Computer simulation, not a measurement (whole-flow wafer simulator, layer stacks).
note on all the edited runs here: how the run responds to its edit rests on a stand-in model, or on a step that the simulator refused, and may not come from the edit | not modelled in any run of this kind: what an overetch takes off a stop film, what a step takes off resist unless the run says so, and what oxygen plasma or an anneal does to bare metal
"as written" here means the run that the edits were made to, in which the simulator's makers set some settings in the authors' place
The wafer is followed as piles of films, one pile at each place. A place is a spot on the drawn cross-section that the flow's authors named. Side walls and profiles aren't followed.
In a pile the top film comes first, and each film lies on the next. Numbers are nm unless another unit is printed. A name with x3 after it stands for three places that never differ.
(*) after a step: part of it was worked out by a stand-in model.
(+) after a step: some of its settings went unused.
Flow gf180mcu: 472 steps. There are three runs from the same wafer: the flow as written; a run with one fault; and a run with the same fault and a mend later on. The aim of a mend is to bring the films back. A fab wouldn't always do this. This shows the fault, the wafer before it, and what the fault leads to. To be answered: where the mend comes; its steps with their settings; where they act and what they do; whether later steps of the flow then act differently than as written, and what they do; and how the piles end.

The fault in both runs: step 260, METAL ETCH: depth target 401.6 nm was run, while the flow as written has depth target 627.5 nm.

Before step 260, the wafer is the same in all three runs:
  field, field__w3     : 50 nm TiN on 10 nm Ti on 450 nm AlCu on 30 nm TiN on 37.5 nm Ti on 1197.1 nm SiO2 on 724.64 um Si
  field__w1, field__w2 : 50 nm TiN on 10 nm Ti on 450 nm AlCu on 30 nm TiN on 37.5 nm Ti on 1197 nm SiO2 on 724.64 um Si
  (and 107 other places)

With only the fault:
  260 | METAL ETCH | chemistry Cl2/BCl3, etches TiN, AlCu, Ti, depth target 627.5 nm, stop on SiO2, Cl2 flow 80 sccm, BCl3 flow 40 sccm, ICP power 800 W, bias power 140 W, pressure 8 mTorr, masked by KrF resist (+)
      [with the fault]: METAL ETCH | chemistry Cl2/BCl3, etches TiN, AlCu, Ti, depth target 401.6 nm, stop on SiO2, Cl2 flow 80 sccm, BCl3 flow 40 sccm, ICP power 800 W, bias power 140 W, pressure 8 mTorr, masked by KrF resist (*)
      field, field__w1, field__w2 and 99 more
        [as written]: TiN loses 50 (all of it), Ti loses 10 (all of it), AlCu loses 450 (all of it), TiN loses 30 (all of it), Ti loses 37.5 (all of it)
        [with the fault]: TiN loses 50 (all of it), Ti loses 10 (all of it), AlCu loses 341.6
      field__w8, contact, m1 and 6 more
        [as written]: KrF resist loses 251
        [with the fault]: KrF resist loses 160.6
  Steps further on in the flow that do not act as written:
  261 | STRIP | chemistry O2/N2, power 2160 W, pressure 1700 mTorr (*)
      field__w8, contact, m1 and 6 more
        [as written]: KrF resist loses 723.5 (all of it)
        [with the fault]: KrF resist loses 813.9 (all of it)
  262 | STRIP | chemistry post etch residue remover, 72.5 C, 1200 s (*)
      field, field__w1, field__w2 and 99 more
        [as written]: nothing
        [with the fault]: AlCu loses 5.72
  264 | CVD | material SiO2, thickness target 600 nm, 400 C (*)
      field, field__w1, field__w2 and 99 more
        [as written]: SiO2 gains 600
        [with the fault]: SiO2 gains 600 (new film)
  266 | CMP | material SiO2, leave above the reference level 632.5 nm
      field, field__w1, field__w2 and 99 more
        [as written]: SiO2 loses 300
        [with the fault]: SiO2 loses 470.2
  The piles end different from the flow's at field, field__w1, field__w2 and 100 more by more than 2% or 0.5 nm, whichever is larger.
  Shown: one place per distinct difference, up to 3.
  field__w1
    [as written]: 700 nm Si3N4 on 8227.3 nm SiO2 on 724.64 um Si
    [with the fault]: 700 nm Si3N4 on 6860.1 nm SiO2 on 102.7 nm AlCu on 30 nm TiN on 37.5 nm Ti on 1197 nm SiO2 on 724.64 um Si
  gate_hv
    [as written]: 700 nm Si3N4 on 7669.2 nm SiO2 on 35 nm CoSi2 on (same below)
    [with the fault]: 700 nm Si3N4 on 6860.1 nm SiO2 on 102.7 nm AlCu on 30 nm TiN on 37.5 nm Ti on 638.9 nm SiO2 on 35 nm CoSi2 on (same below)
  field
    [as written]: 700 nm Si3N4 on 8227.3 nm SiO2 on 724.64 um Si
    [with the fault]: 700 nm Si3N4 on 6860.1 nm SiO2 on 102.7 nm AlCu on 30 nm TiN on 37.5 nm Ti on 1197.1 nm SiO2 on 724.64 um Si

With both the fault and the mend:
  The mend follows step 262.
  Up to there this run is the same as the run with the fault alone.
  262a | DEHYDRATE | 200 C, 60 s (a further turn of the flow's step 253)
      does not change any film at any place that is followed
  262b | HMDS | 120 C, 60 s (a further turn of the flow's step 254)
      does not change any film at any place that is followed
  262c | COAT | KrF resist, thickness 1000 nm (*) (a further turn of the flow's step 255)
      iso_ptap_pw, iso_ntap_nw, iso_nw_fld and 33 more
        KrF resist gains 1000 (new film)
      field__w3, field__w9, field__w12 and 12 more
        KrF resist gains 1002.7 (new film)
      field__w5, field_sub__w5, ld_gate_p and 6 more
        KrF resist gains 1002.6 (new film)
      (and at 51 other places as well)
  262d | SOFTBAKE | KrF resist (a further turn of the flow's step 256)
      does not change any film at any place that is followed
  262e | EXPOSE | photomask Metal1 (a further turn of the flow's step 257)
      does not change any film at any place that is followed
  262f | PEB | KrF resist, 135 C, 90 s (a further turn of the flow's step 258)
      field__w1, field__w2, field__w3 and 56 more
        KrF resist loses 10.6
      iso_ptap_pw, iso_ntap_nw, iso_nw_fld and 33 more
        KrF resist loses 10.5
      gate_hv, sd_p, nw_sep_fld
        KrF resist loses 10.7
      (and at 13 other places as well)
  262g | DEVELOP | thickness 1000 nm, 60 s (a further turn of the flow's step 259)
      iso_ptap_pw, iso_ntap_nw, iso_nw_fld and 33 more
        KrF resist loses 989.5 (all of it)
      field__w5, field__w9, field_sub and 13 more
        KrF resist loses 992.1 (all of it)
      field_sub__w2, field_sub__w4, ld_drn_n and 9 more
        KrF resist loses 992 (all of it)
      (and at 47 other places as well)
  262h | METAL ETCH | chemistry Cl2/BCl3, etches TiN, AlCu, Ti, depth target 225.9 nm, stop on SiO2, Cl2 flow 80 sccm, BCl3 flow 40 sccm, ICP power 800 W, bias power 140 W, pressure 8 mTorr, masked by KrF resist (+) (a further turn of the flow's step 260, with different settings)
      field, field__w1, field__w2 and 99 more
        AlCu loses 102.7 (all of it), TiN loses 30 (all of it), Ti loses 37.5 (all of it)
      field__w8, contact, m1 and 6 more
        KrF resist loses 90.4
  262i | STRIP | chemistry O2/N2, power 2160 W, pressure 1700 mTorr (*) (a further turn of the flow's step 261)
      field__w8
        KrF resist loses 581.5 (all of it)
      contact
        KrF resist loses 579.5 (all of it)
      m1
        KrF resist loses 581.9 (all of it)
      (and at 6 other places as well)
  262j | STRIP | chemistry post etch residue remover, 72.5 C, 1200 s (*) (a further turn of the flow's step 262)
      field__w8, contact, m1 and 6 more
        TiN loses 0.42
  Later steps of the flow that are run all act as written at every place that is followed, up to a difference of at most 2% or 0.5 nm, whichever is larger.
  At the end the piles are close to the flow's at the places that both follow, differing by at most 2% or 0.5 nm, whichever is larger.
